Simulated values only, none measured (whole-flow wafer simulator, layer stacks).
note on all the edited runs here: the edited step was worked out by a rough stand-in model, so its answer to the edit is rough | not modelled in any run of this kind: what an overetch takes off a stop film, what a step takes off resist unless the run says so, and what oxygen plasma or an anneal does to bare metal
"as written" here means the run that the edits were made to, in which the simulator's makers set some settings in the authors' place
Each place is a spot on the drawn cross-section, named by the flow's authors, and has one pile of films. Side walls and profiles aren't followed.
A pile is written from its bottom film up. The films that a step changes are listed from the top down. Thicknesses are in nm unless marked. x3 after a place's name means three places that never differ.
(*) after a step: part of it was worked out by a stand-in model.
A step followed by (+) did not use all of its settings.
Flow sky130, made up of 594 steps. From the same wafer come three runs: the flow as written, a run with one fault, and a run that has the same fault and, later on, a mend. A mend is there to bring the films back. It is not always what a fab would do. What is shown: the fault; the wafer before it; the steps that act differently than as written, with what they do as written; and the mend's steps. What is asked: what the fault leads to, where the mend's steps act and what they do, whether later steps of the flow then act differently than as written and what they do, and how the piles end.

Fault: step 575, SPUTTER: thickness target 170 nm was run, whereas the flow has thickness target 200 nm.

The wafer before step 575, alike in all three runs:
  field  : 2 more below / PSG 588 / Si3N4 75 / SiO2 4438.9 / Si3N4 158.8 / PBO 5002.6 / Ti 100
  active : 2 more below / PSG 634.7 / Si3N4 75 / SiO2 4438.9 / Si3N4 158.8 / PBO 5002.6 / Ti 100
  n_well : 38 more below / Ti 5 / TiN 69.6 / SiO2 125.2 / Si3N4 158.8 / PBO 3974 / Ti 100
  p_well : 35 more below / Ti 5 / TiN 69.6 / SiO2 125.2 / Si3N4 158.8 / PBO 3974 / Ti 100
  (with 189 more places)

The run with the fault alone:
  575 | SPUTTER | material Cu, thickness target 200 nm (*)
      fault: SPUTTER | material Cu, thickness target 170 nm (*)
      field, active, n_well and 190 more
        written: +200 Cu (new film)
        fault: +170 Cu (new film)
  Later steps of the flow acting differently than as written (7 more steps, not shown, differ only slightly: by at most 2% or 0.5 nm, whichever is larger):
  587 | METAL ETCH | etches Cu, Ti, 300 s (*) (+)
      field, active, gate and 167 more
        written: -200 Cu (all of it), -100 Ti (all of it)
        fault: -170 Cu (all of it), -100 Ti (all of it)
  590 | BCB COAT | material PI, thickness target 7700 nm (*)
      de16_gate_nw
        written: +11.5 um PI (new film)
        fault: +11.48 um PI (new film)
  At mim, sd_hvn, sd_hvn_zvt, active_hv5, spacer_hv5, de16_psrc_nw, de16_nwb_sti, mim2, the piles at the end differ from the flow's by more than 2% or 0.5 nm, whichever is larger.
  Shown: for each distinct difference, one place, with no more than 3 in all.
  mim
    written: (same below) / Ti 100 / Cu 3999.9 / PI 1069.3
    fault: (same below) / Ti 100 / Cu 3969.9 / PI 1097.4
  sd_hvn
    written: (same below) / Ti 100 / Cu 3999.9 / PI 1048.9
    fault: (same below) / Ti 100 / Cu 3969.9 / PI 1077.8
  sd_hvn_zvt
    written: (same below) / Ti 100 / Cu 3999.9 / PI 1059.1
    fault: (same below) / Ti 100 / Cu 3969.9 / PI 1088

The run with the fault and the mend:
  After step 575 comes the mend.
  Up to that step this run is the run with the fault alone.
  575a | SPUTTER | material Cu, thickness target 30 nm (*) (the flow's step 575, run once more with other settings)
      field, active, n_well and 190 more
        +30 Cu
  Later steps of the flow that are run all act as written at every place that is followed.
  By the end, the piles equal the flow's at every place that both follow.
